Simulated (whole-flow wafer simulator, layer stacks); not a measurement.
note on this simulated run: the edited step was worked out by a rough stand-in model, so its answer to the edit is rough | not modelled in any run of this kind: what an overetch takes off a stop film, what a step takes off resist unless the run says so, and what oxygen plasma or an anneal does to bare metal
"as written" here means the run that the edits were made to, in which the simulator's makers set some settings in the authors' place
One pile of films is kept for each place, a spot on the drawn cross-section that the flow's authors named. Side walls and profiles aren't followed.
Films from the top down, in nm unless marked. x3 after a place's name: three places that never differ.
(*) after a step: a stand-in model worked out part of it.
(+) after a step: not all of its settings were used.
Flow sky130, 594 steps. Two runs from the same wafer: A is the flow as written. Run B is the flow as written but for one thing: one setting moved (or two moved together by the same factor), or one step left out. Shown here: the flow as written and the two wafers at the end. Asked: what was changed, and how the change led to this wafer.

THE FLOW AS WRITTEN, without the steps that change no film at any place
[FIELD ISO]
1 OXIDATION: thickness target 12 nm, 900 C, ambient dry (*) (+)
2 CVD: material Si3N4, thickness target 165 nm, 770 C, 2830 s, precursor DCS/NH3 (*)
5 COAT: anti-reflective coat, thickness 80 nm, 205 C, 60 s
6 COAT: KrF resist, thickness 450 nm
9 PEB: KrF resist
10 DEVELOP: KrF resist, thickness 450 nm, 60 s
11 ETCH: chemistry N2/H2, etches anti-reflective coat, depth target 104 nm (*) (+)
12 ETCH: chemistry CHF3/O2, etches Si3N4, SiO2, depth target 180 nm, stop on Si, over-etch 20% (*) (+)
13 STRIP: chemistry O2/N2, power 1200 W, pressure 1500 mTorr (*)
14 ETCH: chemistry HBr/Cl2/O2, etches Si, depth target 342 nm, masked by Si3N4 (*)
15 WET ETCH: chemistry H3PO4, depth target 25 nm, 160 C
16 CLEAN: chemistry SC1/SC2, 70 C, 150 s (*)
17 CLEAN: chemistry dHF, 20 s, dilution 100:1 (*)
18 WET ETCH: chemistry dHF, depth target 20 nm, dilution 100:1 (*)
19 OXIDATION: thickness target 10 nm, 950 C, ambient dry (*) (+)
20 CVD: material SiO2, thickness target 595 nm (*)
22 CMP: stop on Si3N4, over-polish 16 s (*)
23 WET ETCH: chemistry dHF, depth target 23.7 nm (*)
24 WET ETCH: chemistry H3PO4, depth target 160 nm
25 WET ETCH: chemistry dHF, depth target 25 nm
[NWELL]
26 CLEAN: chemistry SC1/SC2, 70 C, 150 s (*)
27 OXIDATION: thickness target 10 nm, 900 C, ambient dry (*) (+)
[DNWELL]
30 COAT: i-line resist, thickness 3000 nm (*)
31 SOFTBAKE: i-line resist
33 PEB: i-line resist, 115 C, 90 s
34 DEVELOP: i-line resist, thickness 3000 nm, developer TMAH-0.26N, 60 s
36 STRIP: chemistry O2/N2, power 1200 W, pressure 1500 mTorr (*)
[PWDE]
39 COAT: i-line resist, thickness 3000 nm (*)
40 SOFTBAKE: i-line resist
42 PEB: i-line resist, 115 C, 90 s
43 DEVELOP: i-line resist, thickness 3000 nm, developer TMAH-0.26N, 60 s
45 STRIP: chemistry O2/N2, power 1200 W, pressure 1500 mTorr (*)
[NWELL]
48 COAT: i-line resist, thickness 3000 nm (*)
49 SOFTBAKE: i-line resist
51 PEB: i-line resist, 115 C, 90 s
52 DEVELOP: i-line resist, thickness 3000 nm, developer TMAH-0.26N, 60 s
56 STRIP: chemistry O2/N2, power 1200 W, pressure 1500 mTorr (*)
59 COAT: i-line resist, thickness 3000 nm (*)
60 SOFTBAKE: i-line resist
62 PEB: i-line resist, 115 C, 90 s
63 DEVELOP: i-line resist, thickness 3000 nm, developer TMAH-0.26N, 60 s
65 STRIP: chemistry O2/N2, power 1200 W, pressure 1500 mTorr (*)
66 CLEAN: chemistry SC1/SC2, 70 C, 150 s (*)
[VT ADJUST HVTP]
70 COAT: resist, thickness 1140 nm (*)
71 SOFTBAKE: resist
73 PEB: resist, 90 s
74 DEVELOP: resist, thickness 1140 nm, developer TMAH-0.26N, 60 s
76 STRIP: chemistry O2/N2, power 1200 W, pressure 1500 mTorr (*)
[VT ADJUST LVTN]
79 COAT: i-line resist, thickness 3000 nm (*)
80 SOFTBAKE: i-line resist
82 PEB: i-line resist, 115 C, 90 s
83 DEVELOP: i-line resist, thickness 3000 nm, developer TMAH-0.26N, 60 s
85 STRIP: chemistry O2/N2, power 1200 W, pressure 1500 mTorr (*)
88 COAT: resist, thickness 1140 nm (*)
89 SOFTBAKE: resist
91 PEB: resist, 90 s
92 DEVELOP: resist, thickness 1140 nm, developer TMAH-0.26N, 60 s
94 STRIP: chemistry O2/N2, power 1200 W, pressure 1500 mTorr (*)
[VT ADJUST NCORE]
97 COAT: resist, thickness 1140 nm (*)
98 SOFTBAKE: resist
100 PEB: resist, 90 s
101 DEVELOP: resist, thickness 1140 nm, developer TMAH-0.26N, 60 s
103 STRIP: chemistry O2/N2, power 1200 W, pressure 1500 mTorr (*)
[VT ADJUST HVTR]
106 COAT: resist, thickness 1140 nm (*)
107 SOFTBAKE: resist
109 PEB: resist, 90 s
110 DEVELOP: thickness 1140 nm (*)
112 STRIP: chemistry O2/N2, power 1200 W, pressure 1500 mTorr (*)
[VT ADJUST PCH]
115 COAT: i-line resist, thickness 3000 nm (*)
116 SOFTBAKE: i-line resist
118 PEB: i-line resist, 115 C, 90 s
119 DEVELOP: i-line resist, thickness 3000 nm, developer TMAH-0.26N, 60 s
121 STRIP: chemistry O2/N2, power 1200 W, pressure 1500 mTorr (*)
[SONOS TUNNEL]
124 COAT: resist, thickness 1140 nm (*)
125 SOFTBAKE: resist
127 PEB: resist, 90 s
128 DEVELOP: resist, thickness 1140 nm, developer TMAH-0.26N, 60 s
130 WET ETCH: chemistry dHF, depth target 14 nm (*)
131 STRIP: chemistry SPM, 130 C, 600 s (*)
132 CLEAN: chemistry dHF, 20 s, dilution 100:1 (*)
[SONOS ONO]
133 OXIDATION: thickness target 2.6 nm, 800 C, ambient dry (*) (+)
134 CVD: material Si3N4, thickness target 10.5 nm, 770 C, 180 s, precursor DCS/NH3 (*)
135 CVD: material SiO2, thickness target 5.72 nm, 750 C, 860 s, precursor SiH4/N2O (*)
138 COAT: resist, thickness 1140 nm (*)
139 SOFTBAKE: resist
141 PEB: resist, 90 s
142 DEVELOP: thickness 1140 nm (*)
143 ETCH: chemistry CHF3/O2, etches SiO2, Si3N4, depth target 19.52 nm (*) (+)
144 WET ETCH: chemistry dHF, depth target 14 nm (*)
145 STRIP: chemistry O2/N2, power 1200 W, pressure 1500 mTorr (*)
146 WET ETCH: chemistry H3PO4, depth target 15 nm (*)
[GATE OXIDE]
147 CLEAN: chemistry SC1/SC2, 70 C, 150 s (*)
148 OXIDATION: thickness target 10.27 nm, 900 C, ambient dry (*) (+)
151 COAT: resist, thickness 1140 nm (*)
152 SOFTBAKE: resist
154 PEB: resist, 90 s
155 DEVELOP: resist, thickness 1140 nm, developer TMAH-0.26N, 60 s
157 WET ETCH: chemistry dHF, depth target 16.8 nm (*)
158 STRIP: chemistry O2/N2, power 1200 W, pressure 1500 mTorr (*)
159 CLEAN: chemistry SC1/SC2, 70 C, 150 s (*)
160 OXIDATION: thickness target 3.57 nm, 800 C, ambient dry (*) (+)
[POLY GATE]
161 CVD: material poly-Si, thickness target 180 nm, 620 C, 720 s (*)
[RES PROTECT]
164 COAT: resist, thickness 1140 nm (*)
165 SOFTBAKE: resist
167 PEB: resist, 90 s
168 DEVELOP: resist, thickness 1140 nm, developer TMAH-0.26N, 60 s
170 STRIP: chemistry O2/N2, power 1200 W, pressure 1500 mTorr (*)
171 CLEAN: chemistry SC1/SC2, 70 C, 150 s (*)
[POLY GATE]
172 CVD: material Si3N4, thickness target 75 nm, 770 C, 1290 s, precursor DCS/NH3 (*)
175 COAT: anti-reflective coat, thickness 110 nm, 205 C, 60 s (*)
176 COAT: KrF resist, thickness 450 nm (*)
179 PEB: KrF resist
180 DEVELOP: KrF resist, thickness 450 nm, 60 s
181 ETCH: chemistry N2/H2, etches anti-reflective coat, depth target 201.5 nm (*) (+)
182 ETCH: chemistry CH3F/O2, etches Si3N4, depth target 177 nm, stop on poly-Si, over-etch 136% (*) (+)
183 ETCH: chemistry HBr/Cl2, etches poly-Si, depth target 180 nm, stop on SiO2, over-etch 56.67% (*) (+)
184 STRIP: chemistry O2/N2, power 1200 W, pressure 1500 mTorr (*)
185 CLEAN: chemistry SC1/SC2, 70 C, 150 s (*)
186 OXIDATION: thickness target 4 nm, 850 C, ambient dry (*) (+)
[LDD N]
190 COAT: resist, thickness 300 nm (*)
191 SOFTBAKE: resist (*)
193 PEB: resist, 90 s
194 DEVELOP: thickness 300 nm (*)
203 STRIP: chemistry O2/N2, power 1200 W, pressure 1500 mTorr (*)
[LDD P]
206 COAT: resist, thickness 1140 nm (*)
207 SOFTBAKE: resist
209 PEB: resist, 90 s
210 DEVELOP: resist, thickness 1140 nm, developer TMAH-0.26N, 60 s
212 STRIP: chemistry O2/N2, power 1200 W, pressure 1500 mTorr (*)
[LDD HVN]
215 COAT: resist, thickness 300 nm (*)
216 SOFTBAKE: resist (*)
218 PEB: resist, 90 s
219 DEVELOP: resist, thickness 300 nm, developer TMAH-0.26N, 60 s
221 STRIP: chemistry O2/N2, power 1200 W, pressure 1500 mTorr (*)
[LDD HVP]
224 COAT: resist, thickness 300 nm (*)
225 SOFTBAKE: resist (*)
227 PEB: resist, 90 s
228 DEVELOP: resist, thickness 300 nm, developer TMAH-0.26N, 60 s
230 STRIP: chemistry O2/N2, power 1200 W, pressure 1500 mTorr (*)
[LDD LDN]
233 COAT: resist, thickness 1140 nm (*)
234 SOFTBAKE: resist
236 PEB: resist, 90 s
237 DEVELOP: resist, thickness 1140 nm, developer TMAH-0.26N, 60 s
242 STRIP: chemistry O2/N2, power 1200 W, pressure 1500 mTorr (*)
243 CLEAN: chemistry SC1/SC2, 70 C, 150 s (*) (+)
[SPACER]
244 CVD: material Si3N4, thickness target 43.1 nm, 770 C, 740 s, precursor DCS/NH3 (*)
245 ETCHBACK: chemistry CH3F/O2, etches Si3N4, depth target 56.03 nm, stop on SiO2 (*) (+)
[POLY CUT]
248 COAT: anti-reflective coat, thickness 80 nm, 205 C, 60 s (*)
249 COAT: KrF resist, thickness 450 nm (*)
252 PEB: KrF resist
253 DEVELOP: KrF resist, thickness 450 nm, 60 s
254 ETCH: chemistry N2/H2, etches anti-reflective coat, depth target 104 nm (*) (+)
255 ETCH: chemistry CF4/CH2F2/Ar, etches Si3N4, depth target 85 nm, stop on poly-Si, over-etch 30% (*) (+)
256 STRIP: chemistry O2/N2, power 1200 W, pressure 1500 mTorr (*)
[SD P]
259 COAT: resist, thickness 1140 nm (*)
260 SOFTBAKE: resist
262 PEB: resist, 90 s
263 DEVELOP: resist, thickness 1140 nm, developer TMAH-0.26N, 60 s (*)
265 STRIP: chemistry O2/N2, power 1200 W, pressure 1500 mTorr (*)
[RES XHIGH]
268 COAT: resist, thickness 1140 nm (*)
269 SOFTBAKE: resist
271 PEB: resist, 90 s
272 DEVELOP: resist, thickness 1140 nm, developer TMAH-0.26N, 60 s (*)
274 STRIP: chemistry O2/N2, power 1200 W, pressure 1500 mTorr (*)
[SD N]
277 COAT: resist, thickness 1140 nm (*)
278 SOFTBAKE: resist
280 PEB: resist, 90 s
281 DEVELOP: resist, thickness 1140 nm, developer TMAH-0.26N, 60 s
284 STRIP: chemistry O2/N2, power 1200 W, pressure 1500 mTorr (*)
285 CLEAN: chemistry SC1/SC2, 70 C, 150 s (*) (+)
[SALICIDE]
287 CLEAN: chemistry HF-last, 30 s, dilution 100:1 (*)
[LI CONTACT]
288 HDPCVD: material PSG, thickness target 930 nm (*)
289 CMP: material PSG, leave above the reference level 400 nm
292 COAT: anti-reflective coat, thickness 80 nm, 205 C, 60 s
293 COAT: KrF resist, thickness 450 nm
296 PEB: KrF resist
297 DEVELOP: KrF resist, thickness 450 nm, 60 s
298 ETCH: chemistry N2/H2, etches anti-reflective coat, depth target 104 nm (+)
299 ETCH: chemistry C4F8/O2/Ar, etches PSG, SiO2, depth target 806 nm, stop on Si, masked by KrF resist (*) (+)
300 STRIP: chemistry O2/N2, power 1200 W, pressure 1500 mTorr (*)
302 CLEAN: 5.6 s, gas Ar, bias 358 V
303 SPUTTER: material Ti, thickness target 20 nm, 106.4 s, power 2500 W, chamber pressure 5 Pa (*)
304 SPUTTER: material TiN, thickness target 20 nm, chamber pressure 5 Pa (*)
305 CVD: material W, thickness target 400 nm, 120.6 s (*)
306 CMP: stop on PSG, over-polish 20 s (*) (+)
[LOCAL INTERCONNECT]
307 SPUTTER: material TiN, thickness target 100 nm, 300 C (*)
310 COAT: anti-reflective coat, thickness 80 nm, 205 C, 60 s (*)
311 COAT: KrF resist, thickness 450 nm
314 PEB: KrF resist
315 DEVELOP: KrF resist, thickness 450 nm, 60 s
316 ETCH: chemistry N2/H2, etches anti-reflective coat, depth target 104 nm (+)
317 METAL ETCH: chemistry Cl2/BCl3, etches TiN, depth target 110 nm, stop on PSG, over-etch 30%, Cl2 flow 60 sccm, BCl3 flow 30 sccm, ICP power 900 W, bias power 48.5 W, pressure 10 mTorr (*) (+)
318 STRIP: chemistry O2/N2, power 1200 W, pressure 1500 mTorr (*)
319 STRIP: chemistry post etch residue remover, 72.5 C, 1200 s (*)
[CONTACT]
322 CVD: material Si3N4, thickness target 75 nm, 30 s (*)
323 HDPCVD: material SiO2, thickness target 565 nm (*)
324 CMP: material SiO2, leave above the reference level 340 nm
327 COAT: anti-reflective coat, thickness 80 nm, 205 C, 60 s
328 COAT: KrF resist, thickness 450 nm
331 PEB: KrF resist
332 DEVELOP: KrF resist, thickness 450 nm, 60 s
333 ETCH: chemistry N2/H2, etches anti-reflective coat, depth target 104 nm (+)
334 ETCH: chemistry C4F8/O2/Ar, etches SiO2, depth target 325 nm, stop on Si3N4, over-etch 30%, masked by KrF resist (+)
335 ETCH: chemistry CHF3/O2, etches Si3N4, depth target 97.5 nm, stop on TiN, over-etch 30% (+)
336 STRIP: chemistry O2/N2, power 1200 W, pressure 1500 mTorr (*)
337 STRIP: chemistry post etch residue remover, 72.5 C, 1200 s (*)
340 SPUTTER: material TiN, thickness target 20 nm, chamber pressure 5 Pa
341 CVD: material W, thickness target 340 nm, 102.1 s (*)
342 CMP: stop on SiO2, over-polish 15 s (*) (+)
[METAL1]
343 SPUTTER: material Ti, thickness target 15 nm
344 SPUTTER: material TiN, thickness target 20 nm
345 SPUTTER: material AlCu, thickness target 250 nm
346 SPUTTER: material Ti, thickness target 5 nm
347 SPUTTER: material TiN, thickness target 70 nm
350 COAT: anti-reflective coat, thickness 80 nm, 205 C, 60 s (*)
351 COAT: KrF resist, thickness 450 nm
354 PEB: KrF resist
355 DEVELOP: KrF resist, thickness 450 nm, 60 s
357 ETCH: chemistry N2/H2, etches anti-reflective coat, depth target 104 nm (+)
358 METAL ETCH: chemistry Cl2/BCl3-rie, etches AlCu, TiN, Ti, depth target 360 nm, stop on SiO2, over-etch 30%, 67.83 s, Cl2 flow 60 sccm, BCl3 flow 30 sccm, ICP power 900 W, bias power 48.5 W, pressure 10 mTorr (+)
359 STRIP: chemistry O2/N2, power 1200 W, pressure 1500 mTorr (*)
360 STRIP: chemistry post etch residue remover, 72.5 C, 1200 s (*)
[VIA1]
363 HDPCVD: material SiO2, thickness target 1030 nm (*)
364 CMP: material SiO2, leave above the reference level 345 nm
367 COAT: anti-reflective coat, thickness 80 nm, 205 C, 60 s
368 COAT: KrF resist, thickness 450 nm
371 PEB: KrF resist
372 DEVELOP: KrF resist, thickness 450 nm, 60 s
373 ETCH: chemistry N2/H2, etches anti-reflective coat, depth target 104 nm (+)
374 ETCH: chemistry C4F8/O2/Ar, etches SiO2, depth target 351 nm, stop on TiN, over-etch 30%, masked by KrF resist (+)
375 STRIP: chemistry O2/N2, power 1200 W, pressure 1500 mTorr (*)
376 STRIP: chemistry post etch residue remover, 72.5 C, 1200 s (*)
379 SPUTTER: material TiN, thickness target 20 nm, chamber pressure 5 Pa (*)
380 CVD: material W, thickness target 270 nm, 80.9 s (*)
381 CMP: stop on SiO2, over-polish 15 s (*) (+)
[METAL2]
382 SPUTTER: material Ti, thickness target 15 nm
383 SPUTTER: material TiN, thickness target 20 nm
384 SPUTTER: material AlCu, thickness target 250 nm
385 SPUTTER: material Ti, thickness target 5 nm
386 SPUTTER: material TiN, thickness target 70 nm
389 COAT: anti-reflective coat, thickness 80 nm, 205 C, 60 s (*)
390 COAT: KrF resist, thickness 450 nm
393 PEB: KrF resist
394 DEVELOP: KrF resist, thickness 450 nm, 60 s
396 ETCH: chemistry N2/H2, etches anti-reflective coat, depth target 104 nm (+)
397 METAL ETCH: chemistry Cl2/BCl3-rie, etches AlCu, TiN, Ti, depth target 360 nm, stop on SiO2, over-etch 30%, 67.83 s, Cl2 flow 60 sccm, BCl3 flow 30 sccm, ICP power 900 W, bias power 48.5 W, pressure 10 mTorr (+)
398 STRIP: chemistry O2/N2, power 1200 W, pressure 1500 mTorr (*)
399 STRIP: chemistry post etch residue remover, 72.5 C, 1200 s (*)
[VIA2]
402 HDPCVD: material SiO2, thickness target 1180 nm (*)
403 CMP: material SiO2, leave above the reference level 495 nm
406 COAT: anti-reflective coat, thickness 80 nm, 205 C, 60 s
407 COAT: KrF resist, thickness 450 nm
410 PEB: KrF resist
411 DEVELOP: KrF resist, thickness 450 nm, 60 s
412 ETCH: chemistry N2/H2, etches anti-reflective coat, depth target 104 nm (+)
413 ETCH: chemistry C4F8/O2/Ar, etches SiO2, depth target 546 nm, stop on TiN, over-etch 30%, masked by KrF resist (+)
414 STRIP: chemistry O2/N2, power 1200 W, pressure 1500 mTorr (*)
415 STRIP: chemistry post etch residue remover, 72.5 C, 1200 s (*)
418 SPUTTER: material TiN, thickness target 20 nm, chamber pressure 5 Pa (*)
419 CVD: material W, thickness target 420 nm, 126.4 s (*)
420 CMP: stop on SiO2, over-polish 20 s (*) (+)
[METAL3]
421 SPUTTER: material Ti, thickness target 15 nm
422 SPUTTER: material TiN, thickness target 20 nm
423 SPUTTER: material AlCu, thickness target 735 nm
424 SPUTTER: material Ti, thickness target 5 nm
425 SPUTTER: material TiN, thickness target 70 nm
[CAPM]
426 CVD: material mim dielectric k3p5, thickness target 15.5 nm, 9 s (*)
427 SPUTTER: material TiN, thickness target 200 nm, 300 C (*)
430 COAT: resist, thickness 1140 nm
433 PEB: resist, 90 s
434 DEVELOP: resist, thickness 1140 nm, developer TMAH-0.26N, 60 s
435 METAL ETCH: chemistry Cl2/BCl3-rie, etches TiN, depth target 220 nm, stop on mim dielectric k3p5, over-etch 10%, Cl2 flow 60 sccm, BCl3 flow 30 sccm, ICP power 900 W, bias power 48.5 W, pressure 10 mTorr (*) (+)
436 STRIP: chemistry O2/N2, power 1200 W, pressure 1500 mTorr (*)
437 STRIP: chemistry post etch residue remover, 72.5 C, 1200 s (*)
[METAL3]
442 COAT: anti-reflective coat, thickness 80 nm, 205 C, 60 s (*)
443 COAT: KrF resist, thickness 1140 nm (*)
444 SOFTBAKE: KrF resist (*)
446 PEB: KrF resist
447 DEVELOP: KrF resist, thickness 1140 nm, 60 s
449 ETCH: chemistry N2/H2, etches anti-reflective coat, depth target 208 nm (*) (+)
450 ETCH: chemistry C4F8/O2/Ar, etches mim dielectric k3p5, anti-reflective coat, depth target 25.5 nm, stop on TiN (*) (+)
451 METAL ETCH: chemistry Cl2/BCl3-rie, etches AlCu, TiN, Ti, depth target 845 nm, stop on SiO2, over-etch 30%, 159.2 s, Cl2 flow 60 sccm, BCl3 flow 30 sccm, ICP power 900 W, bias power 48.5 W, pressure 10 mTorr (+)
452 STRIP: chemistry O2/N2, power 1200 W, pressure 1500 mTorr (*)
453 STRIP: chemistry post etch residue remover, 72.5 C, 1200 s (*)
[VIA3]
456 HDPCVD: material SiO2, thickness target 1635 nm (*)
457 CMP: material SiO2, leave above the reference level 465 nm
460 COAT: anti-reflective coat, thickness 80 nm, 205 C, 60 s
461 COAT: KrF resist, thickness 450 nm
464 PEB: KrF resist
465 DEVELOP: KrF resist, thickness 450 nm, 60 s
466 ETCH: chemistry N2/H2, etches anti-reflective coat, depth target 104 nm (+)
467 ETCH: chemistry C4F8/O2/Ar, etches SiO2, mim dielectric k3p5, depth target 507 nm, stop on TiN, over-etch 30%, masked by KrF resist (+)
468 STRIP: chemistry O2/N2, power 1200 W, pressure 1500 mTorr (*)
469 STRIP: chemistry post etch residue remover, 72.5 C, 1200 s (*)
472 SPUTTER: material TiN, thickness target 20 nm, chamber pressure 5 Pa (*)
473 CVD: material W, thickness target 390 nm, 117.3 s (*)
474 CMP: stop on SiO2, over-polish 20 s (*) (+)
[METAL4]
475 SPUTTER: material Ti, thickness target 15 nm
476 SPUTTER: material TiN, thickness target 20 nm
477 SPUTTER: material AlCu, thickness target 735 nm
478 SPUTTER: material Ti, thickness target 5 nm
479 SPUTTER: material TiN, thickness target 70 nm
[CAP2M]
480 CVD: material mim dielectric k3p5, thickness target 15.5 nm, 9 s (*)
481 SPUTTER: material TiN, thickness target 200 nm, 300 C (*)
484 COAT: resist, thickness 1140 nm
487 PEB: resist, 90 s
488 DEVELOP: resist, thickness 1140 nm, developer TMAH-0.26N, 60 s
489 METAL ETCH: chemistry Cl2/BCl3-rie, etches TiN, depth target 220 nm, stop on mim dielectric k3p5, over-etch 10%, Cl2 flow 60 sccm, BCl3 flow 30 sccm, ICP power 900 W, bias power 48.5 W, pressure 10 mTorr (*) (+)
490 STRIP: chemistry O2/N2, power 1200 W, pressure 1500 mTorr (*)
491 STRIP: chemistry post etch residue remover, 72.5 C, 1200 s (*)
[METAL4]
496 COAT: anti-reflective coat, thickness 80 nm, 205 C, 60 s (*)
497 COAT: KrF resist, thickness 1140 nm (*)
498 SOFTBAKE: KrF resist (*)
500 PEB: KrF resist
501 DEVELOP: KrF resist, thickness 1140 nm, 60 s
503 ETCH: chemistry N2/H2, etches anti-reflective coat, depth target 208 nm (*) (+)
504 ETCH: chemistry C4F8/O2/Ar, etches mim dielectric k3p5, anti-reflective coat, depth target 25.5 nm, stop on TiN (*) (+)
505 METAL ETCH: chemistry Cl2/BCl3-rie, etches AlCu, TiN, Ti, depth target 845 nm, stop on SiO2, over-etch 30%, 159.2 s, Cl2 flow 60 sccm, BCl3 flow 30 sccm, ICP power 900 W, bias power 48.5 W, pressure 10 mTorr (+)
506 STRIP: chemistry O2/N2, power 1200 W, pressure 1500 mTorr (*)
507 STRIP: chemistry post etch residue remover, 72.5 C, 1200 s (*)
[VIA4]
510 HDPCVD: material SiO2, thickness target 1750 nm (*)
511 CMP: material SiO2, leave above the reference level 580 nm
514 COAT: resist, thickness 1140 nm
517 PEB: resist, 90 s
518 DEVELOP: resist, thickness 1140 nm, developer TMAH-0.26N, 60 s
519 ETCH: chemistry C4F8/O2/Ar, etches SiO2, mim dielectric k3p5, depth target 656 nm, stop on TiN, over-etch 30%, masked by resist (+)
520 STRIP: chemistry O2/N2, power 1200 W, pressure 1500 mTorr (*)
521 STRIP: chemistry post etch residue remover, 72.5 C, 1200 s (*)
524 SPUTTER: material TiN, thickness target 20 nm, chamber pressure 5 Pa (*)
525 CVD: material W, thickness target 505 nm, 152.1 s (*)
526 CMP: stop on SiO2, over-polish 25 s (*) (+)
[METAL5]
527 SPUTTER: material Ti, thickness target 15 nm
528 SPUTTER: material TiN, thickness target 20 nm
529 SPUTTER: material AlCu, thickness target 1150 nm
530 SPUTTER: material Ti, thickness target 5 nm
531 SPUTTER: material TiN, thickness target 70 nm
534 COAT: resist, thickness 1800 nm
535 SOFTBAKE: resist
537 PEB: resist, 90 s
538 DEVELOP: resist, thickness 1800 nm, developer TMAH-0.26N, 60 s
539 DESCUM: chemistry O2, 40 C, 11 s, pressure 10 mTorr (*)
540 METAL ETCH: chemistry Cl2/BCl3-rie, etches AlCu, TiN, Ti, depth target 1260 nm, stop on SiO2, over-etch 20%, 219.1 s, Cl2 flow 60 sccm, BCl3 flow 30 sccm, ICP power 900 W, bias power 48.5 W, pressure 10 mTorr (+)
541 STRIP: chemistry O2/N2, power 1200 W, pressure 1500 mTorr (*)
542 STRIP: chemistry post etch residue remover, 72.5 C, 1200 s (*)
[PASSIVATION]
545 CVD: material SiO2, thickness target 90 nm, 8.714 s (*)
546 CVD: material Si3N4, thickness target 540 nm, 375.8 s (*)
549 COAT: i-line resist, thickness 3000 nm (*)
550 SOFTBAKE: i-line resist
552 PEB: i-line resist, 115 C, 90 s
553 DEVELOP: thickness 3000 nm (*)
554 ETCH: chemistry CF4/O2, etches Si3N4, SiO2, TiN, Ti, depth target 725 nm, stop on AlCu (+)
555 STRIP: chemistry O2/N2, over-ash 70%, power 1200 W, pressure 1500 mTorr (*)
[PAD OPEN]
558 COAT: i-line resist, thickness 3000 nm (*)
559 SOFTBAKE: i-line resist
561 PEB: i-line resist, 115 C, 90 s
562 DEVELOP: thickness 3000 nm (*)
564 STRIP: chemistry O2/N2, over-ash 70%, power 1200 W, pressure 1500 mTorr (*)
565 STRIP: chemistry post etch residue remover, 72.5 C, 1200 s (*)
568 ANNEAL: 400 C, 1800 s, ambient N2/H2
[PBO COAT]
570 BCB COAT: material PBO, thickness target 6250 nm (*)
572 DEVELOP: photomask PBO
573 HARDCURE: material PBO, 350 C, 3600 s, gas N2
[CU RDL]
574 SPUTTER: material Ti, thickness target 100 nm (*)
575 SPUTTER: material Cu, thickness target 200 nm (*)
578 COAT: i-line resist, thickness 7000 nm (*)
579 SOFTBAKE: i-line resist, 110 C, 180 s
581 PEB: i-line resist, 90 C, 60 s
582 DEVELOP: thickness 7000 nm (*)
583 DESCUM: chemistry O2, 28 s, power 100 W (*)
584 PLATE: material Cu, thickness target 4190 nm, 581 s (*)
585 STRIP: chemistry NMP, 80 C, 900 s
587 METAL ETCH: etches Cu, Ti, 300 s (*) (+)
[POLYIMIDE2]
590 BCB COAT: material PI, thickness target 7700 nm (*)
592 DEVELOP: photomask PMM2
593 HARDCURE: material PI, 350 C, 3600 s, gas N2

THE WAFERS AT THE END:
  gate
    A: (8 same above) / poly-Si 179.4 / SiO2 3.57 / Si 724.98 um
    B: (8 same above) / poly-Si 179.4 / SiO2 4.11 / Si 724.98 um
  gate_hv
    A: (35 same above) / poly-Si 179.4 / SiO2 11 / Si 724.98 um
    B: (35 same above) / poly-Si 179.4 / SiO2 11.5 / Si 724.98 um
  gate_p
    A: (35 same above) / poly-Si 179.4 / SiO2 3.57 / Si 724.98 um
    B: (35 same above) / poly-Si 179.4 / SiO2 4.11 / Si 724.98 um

The cause: step 160, OXIDATION: thickness target 4.11 nm was run, where the flow has thickness target 3.57 nm.
It can be read off the wafer: gate has SiO2 4.11, and step 160 as written asks for 3.57 nm.

How the change led to this, step by step:
  160 OXIDATION: thickness target 3.57 nm, 800 C, ambient dry (*) (+)
      active, n_well, p_well and 58 more: A SiO2 +3.57 (new film), chemical SiO2 -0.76 (all of it), Si -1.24 | B SiO2 +4.11 (new film), chemical SiO2 -0.76 (all of it), Si -1.47
      gate_hv, m1, pad and 37 more: A SiO2 +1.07, Si -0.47 | B SiO2 +1.58, Si -0.7
  175 COAT: anti-reflective coat, thickness 110 nm, 205 C, 60 s (*)
      rpm_encl, rpm_encl_psd: A anti-reflective coat +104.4 (new film) | B anti-reflective coat +108.5 (new film)
  181 ETCH: chemistry N2/H2, etches anti-reflective coat, depth target 201.5 nm (*) (+)
      rpm_encl, rpm_encl_psd: A anti-reflective coat -104.4 (all of it), Si3N4 -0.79 | B anti-reflective coat -108.5 (all of it), Si3N4 -0.73
  248 COAT: anti-reflective coat, thickness 80 nm, 205 C, 60 s (*)
      gate_p_hv: A anti-reflective coat +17 (new film) | B anti-reflective coat +16.4 (new film)
  256 STRIP: chemistry O2/N2, power 1200 W, pressure 1500 mTorr (*)
      gate_p_hv: A KrF resist -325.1 (all of it), anti-reflective coat -17 (all of it) | B KrF resist -325.5 (all of it), anti-reflective coat -16.4 (all of it)
